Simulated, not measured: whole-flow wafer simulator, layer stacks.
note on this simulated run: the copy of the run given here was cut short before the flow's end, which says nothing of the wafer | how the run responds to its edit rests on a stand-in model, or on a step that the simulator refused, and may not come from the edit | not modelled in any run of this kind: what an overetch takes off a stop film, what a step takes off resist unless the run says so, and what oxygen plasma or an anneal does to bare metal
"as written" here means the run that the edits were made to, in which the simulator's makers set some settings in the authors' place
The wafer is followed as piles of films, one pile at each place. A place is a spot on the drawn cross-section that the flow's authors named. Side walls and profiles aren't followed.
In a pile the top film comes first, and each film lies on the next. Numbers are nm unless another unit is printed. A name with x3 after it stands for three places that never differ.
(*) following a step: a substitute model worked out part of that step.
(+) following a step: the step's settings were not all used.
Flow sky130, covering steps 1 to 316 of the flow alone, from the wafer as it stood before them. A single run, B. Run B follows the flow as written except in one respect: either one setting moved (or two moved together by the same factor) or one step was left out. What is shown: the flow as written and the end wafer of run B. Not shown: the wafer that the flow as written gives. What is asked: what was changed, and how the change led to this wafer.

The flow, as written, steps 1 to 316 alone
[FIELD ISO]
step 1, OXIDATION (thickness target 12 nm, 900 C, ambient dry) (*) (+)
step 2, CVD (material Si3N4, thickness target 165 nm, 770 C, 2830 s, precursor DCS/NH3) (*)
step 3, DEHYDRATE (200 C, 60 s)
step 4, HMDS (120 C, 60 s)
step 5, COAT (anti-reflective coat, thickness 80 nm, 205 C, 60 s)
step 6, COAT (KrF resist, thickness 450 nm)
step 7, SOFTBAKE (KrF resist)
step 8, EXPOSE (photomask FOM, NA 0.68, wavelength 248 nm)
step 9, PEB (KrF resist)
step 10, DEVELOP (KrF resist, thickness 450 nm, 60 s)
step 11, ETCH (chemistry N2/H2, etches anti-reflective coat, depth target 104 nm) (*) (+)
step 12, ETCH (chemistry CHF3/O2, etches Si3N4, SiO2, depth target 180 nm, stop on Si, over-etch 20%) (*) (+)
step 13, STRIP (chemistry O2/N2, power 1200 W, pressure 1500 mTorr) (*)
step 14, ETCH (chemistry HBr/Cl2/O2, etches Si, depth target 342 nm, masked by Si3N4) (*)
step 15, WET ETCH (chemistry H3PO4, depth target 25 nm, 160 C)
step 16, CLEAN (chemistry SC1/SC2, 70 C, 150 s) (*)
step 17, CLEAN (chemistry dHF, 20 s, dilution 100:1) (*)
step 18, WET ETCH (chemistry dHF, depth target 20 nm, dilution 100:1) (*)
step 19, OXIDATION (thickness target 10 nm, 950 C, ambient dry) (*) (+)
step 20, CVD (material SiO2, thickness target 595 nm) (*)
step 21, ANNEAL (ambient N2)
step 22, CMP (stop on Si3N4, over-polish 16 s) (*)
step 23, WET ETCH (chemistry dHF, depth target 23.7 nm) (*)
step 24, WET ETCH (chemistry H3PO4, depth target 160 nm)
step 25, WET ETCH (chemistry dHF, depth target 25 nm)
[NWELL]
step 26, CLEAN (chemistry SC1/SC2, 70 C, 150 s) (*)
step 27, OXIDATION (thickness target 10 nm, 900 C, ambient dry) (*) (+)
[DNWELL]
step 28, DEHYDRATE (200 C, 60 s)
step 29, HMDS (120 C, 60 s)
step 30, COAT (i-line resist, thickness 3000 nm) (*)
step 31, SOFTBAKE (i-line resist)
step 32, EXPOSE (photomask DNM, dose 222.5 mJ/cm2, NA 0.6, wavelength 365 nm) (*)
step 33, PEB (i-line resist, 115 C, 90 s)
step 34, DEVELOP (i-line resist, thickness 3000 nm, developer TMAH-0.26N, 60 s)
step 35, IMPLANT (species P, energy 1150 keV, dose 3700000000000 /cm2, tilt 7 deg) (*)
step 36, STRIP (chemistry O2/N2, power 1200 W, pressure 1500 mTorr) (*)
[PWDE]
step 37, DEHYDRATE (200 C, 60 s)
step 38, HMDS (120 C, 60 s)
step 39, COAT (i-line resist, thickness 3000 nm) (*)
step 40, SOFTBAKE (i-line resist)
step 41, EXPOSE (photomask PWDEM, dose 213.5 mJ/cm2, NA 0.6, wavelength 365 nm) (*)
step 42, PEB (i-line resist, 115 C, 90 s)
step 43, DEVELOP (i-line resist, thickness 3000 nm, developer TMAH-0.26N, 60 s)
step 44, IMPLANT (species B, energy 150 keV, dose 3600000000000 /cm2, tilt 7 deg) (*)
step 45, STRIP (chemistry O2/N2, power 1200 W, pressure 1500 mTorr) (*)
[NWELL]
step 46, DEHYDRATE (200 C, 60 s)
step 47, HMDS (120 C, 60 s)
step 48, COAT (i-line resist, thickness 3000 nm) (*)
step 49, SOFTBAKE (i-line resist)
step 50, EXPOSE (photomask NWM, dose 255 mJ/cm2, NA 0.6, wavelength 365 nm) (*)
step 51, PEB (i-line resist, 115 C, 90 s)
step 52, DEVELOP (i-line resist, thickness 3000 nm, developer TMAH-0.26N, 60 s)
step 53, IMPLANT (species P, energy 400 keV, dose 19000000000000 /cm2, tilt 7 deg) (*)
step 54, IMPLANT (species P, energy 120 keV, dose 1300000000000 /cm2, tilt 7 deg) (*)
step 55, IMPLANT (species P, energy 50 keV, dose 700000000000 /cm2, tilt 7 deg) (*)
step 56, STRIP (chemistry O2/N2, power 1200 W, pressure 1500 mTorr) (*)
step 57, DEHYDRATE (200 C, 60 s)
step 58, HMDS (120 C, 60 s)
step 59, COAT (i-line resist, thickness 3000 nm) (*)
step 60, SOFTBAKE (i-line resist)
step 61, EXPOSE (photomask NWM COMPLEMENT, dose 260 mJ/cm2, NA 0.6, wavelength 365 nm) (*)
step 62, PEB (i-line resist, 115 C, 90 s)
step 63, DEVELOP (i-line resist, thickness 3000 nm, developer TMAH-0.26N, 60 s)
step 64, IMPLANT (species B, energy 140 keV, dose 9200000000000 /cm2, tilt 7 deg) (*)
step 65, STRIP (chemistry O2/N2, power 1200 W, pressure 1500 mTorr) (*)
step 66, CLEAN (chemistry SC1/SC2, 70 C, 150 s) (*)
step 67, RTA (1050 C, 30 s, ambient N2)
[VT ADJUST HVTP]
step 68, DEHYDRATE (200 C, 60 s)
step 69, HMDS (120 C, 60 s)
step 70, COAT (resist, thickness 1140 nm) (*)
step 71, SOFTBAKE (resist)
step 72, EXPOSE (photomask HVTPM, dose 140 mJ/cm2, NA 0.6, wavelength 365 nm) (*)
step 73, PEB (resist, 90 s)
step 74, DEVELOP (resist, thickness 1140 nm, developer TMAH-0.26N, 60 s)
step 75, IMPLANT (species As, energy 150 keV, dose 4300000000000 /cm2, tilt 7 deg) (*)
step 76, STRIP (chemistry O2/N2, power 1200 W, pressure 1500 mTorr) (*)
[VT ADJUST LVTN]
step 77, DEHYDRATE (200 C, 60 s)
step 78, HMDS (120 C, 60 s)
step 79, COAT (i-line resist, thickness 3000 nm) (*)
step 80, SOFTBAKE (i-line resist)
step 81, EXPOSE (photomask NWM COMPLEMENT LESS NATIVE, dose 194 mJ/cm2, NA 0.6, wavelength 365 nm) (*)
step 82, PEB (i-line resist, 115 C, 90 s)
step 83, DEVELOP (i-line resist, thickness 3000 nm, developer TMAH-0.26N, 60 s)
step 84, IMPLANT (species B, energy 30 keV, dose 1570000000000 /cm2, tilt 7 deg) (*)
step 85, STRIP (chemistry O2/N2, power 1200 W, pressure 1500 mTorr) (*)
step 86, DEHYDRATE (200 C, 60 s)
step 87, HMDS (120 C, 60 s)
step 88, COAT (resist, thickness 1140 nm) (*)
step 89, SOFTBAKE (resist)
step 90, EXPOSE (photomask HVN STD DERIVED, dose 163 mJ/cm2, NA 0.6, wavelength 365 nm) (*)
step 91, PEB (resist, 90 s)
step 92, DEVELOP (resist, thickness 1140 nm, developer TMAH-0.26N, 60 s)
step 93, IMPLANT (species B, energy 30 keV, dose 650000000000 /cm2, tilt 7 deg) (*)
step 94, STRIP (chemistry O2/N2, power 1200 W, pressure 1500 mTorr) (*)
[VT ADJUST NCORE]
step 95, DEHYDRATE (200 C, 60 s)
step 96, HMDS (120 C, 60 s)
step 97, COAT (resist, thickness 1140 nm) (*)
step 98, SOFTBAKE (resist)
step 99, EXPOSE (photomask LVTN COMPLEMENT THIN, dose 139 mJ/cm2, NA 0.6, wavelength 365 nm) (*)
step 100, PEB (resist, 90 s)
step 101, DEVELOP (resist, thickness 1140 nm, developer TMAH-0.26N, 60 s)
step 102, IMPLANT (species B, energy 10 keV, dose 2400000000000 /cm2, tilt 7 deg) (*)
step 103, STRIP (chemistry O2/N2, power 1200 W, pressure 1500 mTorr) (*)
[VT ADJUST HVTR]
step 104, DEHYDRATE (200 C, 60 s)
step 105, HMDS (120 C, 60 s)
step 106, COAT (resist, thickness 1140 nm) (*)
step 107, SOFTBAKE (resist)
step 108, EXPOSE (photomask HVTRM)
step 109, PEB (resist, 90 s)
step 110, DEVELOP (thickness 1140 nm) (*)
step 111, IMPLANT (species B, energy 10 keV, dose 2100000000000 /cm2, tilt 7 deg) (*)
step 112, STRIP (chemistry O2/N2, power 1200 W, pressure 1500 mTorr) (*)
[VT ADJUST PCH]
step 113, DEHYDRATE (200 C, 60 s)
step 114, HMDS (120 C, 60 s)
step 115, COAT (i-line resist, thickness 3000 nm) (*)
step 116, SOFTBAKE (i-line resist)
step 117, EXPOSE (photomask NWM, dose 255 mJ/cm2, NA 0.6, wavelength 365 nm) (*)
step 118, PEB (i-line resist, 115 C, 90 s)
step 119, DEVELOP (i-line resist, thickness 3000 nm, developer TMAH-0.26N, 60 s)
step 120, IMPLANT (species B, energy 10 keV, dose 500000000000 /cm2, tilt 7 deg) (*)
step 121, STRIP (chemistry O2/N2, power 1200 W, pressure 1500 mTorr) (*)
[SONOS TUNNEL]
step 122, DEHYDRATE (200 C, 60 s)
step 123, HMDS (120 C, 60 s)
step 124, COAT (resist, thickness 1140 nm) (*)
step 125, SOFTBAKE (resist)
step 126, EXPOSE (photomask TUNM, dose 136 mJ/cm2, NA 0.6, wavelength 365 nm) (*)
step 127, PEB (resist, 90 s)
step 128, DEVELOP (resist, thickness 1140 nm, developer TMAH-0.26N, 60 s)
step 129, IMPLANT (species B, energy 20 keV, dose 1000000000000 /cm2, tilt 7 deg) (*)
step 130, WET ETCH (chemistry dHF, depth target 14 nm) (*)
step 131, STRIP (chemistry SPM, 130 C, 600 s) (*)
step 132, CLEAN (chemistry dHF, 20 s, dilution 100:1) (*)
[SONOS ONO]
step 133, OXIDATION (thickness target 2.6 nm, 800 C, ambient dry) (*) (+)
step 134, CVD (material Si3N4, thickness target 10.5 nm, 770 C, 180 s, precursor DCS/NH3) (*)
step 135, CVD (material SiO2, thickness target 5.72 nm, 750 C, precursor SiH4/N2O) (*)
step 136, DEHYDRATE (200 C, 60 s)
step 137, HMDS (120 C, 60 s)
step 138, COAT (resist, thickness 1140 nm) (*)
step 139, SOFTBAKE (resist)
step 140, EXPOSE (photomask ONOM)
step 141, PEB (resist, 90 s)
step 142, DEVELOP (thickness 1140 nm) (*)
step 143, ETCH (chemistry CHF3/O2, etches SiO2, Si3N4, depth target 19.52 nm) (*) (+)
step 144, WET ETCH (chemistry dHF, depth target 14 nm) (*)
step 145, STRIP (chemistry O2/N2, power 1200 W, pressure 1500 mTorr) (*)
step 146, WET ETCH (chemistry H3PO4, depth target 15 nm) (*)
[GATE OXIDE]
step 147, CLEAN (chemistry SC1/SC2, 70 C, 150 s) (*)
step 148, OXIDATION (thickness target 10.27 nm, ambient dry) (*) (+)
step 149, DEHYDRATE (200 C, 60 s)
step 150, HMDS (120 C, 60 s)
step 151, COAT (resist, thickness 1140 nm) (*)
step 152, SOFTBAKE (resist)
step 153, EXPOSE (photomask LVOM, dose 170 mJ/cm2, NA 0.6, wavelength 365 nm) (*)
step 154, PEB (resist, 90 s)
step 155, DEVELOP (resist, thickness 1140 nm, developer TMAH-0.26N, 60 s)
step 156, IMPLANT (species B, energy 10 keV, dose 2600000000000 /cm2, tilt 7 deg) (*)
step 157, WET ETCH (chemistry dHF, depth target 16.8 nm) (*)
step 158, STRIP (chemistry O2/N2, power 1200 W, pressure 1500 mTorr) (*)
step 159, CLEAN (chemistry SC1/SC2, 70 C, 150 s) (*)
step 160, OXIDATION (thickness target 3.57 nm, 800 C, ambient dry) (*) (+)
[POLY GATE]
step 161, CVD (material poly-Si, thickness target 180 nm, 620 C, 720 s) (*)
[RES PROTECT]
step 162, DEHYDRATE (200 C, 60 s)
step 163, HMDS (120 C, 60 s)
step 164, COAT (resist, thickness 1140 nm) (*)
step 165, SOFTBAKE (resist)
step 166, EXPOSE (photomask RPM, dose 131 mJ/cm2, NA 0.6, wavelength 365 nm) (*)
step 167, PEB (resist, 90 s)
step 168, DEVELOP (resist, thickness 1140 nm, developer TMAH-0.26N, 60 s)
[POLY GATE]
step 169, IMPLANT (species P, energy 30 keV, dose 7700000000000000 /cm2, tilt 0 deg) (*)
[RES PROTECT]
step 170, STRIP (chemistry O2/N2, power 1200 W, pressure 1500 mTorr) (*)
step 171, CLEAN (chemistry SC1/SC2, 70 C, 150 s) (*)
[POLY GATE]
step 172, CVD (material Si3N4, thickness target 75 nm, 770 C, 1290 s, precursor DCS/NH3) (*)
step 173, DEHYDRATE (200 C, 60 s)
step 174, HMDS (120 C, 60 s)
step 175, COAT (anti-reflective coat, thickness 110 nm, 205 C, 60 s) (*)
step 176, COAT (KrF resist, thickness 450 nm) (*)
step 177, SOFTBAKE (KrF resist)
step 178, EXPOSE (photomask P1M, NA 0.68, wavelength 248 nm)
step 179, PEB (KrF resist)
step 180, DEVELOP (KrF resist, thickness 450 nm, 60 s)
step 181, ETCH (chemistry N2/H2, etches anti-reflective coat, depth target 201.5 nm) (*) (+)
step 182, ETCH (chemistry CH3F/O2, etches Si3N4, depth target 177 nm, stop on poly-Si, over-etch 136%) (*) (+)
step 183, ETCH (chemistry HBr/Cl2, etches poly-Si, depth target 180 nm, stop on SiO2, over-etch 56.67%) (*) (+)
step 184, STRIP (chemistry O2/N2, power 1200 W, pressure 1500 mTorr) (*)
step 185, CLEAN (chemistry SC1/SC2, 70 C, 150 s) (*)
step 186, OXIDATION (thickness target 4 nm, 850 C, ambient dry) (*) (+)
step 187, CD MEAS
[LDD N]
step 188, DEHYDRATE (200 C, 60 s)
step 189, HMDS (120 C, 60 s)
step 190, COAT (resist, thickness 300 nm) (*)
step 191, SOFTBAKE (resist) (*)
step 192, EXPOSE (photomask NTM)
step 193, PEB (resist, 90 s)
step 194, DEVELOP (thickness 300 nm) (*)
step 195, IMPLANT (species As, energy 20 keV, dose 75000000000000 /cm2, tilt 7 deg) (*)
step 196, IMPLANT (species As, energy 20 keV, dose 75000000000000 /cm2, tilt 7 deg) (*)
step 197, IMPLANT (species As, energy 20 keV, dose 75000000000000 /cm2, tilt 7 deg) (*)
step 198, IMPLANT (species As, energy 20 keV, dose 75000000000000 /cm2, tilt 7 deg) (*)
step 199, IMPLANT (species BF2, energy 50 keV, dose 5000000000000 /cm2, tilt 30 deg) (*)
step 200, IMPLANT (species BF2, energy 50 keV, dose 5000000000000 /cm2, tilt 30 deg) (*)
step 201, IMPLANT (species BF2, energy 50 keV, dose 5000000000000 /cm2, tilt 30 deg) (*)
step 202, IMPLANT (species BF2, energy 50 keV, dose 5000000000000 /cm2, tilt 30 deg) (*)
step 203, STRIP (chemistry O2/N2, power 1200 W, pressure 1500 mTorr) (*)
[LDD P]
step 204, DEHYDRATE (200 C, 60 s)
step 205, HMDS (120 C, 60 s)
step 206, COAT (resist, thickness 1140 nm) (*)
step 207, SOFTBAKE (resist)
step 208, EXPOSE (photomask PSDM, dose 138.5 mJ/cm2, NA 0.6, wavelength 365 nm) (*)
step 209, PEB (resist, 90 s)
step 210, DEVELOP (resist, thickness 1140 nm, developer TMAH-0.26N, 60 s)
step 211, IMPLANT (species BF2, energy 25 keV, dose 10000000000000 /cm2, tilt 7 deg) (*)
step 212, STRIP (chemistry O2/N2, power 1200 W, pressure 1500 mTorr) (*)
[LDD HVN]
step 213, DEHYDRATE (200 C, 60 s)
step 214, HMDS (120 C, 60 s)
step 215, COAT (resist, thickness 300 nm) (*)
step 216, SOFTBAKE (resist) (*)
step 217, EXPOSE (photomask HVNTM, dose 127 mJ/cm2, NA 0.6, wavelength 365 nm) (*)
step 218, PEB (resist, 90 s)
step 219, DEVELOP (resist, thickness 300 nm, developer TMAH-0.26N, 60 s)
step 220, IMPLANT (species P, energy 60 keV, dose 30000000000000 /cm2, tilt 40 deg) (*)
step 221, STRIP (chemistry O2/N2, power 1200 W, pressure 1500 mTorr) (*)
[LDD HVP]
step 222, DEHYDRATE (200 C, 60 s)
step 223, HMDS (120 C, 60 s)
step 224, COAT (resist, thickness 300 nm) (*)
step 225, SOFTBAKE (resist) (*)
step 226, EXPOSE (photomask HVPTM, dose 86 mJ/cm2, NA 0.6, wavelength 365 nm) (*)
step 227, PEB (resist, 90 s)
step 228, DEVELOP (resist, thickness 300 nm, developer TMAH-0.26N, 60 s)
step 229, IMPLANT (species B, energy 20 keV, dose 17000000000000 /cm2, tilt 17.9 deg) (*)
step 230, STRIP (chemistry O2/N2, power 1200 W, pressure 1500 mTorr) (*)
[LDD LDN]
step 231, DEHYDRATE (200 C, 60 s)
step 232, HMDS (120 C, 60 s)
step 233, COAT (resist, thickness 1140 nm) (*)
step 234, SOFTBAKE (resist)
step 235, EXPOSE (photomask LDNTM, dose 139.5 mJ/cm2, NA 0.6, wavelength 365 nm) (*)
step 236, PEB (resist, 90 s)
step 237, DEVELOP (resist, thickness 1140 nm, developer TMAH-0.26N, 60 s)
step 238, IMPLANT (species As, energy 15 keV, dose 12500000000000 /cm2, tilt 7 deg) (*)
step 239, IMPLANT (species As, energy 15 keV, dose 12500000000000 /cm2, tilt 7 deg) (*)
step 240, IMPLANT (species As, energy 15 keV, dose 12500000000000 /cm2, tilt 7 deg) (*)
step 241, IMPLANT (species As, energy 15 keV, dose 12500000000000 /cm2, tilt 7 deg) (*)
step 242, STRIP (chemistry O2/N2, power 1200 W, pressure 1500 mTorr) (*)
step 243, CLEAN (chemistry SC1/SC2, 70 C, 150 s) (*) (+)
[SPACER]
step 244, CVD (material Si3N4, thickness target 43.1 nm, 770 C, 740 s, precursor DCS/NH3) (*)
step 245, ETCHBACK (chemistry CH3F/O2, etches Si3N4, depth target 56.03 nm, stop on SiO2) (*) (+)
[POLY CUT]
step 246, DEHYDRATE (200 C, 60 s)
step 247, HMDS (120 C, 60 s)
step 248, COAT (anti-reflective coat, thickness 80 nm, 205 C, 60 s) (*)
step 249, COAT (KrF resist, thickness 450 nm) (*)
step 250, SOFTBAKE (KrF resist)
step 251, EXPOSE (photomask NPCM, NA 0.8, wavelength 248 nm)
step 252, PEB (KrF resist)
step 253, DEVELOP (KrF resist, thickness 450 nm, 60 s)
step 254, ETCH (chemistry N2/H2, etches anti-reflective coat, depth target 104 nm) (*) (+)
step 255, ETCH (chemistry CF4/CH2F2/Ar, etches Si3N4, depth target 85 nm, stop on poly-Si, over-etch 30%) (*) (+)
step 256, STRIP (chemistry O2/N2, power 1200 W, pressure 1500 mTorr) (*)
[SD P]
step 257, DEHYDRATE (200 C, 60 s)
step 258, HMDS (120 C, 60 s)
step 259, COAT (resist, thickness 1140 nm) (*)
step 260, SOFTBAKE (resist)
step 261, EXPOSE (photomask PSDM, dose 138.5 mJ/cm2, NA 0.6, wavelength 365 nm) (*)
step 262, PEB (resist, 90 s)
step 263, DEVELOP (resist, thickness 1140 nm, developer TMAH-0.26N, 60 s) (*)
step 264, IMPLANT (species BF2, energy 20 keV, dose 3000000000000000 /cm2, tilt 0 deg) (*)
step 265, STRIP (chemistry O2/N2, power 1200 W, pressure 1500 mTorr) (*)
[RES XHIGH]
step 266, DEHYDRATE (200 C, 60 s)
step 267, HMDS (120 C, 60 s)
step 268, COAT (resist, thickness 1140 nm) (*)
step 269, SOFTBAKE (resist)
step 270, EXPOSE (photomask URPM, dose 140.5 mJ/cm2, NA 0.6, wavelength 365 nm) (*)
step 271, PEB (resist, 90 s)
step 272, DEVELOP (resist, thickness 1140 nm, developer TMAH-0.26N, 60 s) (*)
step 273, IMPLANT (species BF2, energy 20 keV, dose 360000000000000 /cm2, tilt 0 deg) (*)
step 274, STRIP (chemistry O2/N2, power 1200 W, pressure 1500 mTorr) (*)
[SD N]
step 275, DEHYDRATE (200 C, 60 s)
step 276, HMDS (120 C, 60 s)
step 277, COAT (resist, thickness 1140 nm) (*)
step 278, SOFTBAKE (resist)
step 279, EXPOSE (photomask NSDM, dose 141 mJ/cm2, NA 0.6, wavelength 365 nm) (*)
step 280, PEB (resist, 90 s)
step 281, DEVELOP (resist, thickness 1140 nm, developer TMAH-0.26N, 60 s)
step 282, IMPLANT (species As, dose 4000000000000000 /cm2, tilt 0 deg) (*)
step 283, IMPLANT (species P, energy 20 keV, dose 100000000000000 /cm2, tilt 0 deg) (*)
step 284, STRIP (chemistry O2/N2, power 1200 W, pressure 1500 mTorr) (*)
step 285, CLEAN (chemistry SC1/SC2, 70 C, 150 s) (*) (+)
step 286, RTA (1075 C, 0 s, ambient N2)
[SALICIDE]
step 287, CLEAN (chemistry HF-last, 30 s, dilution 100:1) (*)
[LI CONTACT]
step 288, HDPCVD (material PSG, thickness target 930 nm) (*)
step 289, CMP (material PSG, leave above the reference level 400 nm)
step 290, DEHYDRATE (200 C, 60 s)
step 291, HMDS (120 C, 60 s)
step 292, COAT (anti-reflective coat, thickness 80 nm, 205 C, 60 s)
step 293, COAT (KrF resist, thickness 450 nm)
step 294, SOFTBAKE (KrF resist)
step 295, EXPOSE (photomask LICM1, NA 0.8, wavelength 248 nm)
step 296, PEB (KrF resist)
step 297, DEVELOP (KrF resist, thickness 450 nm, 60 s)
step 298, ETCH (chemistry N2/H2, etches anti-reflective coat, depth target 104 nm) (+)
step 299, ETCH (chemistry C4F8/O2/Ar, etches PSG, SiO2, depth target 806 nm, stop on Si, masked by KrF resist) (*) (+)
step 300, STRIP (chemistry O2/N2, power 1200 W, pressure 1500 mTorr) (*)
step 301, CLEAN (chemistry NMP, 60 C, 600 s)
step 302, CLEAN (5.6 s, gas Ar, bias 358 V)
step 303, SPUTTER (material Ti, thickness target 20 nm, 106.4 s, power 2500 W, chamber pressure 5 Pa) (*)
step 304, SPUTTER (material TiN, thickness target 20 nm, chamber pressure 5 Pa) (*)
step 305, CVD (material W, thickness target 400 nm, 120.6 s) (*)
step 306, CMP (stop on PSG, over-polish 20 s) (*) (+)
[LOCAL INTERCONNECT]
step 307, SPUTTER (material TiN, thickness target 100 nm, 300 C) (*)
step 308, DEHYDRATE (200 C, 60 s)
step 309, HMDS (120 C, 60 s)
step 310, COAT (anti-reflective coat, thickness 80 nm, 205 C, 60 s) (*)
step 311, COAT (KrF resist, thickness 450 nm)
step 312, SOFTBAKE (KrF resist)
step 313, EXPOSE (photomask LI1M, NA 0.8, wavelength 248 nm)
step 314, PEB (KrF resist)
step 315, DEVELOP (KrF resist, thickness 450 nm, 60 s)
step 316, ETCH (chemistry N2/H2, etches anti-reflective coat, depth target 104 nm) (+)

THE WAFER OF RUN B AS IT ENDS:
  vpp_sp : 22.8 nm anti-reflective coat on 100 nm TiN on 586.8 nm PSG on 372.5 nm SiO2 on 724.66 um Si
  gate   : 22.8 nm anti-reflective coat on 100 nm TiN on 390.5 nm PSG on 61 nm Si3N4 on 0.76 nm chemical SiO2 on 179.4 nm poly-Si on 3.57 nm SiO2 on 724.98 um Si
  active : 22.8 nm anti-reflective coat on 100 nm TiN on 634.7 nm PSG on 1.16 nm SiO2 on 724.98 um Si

The reason: step 316, ETCH: depth target 57.2 nm was run, while the flow as written has depth target 104 nm.

How this came from the change, step by step:
  step 316, ETCH (chemistry N2/H2, etches anti-reflective coat, depth target 104 nm) (+)
      field, active, gate and 87 more: anti-reflective coat loses 57.2 (as written it would have been: anti-reflective coat loses 80 (all of it), TiN loses 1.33)
      rpo_hd: anti-reflective coat loses 57.2 (as written it would have been: anti-reflective coat loses 80 (all of it), TiN loses 1.34)
      (and at 100 other places as well)
